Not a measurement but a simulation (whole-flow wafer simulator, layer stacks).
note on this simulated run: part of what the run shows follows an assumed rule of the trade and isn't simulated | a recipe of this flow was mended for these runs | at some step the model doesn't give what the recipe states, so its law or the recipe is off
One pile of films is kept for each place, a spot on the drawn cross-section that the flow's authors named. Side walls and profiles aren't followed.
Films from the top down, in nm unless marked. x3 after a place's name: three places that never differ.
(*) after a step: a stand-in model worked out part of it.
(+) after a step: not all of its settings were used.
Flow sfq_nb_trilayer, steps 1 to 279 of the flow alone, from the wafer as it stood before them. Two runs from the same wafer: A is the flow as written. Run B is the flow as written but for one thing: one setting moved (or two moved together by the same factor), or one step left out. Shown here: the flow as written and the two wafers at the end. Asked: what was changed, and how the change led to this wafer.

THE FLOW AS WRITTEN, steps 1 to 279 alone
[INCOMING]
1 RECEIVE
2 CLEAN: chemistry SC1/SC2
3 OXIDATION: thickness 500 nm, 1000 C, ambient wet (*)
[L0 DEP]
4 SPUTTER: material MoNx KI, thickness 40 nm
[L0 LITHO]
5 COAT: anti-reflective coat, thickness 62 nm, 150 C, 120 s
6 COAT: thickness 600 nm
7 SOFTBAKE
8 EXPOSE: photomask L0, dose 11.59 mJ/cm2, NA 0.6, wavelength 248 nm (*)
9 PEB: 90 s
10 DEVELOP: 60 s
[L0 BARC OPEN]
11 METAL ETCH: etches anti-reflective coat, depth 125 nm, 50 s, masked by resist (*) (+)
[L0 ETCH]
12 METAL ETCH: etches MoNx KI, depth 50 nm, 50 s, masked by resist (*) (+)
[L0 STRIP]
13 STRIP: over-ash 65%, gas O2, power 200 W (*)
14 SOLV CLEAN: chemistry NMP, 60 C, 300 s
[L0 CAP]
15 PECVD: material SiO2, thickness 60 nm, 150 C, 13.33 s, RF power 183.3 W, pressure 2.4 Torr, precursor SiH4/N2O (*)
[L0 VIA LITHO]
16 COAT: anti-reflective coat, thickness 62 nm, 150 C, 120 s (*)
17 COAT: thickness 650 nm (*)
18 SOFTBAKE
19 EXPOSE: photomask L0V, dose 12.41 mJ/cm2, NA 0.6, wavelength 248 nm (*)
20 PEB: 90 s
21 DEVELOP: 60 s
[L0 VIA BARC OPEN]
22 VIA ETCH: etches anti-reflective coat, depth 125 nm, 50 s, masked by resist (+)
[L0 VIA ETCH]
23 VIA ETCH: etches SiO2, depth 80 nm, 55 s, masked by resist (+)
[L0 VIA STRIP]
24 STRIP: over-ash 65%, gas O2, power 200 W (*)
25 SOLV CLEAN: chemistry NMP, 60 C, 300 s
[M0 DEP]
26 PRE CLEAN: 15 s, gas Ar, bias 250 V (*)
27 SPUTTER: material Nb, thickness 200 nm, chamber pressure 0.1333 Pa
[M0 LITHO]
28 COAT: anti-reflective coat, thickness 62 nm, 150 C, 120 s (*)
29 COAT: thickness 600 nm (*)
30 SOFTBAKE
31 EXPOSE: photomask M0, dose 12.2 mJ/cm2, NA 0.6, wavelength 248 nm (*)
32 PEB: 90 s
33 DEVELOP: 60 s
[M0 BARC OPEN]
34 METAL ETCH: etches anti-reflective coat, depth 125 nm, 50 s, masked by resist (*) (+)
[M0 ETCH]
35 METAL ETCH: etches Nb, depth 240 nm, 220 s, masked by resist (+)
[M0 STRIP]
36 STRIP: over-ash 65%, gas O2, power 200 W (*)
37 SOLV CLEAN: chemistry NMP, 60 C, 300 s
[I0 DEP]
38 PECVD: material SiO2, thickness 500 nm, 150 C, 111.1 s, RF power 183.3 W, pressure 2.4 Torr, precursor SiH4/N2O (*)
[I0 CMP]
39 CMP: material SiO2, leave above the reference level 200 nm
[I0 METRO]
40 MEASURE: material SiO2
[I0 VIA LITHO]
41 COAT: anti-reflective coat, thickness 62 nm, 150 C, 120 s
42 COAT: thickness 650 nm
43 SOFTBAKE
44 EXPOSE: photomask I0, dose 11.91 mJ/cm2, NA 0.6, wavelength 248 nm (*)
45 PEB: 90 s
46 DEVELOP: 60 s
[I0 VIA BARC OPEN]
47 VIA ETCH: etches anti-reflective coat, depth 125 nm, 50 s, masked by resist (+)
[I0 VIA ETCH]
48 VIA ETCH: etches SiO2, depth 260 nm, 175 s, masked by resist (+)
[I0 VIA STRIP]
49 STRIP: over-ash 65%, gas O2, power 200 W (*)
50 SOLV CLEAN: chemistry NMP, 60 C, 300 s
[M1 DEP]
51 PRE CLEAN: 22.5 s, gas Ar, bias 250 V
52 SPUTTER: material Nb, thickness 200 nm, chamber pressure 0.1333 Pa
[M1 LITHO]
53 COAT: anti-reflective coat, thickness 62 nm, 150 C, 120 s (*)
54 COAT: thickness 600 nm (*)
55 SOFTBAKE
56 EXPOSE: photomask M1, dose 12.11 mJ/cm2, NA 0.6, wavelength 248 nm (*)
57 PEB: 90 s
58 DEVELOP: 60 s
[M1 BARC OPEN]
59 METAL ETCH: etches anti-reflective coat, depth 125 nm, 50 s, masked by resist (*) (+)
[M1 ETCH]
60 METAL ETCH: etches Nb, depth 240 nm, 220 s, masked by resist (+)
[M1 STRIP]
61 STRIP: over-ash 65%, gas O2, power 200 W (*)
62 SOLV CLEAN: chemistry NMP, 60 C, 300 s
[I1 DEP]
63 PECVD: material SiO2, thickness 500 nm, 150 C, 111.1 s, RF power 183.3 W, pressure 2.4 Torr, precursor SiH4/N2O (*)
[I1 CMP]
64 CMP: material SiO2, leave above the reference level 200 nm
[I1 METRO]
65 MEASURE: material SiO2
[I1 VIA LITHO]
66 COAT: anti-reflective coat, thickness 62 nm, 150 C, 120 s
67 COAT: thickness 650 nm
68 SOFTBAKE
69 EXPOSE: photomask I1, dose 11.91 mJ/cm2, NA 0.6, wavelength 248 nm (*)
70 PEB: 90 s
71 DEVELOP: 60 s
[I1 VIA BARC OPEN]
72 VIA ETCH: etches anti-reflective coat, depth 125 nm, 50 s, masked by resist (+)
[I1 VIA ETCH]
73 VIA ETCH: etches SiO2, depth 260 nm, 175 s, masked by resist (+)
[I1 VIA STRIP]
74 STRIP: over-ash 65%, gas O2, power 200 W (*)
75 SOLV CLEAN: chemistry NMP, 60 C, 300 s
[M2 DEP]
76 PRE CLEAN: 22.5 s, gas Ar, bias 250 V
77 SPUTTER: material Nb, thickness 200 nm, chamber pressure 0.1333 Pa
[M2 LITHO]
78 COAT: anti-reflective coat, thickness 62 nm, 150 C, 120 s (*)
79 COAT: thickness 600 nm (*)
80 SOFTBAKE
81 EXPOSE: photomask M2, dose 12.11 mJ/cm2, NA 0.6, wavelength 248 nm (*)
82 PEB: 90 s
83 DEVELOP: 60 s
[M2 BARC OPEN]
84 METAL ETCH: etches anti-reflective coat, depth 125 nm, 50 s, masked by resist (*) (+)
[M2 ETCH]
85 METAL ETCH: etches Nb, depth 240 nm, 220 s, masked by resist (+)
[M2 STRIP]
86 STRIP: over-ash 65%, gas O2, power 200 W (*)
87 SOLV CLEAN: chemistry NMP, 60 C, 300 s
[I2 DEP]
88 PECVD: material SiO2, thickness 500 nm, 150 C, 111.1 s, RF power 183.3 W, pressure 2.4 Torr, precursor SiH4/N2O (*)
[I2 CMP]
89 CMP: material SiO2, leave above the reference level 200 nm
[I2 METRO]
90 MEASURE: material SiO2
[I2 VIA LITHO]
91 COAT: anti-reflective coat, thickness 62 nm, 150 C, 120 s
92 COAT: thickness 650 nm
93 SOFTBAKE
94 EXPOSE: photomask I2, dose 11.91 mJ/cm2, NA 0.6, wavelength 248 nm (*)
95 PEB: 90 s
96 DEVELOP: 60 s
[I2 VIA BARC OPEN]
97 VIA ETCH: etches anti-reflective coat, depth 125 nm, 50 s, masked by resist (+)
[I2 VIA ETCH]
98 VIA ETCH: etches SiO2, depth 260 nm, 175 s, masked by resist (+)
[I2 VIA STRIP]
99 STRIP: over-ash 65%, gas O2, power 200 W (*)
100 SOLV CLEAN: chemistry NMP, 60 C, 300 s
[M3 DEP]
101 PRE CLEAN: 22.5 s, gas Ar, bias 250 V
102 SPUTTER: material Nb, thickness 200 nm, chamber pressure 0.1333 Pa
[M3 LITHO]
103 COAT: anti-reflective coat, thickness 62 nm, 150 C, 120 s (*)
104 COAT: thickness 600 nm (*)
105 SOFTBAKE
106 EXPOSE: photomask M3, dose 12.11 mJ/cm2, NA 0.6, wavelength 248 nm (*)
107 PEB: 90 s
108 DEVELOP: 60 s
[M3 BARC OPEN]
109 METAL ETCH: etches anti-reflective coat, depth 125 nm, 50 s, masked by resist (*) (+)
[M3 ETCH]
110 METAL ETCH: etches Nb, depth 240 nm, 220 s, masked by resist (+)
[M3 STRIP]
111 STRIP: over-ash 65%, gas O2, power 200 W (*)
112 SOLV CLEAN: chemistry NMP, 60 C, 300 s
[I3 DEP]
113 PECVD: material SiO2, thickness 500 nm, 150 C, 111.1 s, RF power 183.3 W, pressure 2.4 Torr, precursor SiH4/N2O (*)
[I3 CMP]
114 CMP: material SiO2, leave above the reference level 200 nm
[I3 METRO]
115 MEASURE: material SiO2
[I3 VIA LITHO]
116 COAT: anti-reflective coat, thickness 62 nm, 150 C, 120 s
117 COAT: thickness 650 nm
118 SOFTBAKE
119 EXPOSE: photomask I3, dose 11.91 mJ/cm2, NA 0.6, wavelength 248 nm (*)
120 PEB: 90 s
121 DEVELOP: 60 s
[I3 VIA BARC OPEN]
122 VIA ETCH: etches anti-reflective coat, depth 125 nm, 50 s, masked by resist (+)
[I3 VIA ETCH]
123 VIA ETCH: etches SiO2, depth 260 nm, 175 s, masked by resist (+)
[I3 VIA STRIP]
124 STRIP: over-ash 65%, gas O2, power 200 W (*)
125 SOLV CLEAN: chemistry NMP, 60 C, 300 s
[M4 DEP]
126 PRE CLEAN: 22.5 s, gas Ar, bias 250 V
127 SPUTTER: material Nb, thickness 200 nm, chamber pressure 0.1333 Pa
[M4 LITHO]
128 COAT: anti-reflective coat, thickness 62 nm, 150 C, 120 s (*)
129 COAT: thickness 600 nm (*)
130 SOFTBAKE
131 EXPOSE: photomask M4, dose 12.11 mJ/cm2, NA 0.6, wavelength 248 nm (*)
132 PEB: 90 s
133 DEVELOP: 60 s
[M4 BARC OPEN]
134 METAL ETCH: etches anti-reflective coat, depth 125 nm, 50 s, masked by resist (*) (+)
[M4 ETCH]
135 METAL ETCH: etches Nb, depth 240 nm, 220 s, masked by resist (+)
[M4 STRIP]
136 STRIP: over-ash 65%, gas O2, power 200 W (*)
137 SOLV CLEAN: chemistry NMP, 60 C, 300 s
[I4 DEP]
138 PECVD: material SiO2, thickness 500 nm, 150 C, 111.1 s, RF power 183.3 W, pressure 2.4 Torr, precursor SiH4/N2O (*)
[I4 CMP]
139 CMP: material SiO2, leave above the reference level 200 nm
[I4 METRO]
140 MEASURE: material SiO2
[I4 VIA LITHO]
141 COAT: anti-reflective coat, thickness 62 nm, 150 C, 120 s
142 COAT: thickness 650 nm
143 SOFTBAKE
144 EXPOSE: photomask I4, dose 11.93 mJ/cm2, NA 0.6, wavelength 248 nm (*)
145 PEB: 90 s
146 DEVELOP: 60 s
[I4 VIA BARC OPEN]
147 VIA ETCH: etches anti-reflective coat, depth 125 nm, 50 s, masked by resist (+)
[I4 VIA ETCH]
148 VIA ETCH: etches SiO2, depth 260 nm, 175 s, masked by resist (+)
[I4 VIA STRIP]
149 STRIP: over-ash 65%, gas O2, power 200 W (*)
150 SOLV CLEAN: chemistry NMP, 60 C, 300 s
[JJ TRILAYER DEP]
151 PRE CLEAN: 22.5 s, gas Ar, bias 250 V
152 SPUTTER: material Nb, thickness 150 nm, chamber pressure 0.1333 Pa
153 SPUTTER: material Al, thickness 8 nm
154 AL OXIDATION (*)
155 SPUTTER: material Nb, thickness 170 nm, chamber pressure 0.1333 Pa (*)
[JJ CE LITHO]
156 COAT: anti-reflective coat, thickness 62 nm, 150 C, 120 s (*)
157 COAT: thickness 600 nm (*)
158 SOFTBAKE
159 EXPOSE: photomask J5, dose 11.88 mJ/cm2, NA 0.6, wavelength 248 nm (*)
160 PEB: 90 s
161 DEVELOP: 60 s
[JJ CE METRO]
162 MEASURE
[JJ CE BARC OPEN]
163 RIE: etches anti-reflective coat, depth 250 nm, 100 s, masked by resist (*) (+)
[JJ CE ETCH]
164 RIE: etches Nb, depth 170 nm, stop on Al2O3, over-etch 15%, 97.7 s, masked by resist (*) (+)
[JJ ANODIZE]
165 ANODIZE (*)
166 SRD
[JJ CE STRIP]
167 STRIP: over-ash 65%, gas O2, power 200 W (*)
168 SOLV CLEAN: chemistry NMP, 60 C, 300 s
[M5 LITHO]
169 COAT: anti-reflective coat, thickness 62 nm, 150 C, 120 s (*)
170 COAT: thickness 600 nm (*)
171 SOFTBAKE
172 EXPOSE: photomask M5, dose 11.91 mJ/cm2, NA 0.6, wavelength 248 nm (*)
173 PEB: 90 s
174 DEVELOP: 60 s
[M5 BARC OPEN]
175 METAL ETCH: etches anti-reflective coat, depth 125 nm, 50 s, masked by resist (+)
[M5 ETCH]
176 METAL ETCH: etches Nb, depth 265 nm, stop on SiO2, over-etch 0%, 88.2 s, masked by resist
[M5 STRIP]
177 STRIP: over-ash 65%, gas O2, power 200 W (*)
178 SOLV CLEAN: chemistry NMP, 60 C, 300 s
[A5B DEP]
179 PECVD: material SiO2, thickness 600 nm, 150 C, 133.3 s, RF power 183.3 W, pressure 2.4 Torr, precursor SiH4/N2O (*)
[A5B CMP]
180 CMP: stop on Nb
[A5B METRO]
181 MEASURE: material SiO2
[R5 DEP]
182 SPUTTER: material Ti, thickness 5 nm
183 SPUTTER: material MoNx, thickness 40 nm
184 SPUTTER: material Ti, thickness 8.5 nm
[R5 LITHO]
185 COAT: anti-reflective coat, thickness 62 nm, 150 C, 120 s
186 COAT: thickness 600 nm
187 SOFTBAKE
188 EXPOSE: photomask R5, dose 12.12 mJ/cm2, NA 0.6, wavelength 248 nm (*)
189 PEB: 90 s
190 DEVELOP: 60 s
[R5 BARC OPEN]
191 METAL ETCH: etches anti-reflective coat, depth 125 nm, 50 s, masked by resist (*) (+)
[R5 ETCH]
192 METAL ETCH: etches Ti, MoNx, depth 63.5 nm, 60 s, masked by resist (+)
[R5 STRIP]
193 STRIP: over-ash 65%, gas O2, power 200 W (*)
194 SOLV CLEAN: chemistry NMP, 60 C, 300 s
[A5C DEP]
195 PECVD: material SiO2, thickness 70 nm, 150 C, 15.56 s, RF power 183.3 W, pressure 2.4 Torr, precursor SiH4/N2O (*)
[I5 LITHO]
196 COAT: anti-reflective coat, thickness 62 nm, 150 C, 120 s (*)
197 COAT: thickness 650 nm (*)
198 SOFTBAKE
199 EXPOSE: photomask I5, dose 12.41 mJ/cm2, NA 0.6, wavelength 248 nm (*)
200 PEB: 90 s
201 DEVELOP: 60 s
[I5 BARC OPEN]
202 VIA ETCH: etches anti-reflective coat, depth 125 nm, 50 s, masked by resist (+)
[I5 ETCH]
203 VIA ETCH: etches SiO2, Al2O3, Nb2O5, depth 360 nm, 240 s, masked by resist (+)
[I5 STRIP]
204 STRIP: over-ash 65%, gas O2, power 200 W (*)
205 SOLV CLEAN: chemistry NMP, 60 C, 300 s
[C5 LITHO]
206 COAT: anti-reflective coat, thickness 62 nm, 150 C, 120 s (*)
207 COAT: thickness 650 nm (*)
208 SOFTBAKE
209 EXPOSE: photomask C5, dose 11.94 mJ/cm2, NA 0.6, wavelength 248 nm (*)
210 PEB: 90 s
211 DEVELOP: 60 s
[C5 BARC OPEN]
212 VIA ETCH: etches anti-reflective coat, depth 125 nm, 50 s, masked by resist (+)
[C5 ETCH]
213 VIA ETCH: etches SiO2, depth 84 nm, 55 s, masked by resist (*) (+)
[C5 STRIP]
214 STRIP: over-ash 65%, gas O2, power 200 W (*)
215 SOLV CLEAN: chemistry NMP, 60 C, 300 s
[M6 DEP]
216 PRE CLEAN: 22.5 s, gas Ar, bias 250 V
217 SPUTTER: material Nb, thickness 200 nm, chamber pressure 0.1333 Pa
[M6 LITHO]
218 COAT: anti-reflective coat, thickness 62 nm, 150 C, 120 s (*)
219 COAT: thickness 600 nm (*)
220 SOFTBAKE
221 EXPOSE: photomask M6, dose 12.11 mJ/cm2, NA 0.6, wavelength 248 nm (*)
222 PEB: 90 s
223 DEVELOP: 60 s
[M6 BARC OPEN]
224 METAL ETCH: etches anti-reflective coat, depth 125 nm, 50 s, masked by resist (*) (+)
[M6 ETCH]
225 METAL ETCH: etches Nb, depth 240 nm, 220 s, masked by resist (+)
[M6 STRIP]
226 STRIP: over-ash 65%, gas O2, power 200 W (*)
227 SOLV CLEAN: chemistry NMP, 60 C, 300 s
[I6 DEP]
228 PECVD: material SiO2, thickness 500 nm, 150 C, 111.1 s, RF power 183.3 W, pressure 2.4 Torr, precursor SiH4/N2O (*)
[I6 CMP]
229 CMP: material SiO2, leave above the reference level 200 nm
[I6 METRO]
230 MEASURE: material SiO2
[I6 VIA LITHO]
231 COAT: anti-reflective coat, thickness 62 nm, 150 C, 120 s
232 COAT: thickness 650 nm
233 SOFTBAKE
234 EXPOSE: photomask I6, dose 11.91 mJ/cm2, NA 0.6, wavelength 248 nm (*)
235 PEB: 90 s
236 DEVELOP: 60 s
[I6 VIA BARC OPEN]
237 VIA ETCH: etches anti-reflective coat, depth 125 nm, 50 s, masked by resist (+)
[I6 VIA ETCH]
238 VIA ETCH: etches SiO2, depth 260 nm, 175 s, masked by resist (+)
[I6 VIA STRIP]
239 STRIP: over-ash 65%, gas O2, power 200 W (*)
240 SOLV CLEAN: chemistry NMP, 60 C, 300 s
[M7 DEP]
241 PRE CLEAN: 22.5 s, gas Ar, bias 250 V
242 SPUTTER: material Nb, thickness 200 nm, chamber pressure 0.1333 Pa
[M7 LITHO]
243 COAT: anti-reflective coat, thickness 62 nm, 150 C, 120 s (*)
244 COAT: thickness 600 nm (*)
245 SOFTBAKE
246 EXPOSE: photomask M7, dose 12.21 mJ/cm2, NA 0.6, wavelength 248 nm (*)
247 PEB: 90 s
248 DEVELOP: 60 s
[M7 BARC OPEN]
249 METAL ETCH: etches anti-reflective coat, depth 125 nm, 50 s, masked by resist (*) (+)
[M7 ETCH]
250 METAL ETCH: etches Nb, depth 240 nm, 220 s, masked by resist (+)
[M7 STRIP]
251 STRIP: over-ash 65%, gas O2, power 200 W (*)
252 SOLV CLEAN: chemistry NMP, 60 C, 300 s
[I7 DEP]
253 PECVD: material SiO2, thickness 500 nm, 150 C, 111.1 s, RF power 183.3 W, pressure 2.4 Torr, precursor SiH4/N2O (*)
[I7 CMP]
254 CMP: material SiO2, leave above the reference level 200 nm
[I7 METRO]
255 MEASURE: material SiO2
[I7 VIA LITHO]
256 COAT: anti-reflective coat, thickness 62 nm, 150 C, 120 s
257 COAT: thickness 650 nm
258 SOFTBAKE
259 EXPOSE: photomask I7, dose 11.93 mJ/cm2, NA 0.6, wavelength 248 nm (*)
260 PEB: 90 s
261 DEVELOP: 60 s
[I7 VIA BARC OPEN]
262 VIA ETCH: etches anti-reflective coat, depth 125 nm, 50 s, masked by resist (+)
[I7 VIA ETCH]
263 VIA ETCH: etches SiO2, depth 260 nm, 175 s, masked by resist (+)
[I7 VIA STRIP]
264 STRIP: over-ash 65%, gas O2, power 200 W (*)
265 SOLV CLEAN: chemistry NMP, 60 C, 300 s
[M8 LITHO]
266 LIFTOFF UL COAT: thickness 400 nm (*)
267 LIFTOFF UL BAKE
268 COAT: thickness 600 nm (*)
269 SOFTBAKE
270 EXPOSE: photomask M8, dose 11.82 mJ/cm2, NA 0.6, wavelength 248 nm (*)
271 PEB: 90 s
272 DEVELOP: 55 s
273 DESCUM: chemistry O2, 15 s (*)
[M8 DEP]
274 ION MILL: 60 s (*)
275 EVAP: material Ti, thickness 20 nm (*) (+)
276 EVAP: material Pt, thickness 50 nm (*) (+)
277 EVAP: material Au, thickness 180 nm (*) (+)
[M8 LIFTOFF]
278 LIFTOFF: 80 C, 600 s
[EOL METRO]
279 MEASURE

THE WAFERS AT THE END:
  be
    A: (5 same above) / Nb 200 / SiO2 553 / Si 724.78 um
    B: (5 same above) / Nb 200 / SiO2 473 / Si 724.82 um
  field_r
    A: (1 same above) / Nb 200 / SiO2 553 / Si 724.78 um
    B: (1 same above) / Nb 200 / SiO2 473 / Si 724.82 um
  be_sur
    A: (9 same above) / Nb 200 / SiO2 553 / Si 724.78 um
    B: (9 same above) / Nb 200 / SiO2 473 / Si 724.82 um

The cause: step 3, OXIDATION: thickness 420 nm was run, where the flow has thickness 500 nm.

How the change led to this, step by step:
  3 OXIDATION: thickness 500 nm, 1000 C, ambient wet (*)
      field_l, v_sur, via_wl and 103 more: A SiO2 +500 (new film), chemical SiO2 -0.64 (all of it), Si -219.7 | B SiO2 +420 (new film), chemical SiO2 -0.64 (all of it), Si -184.5
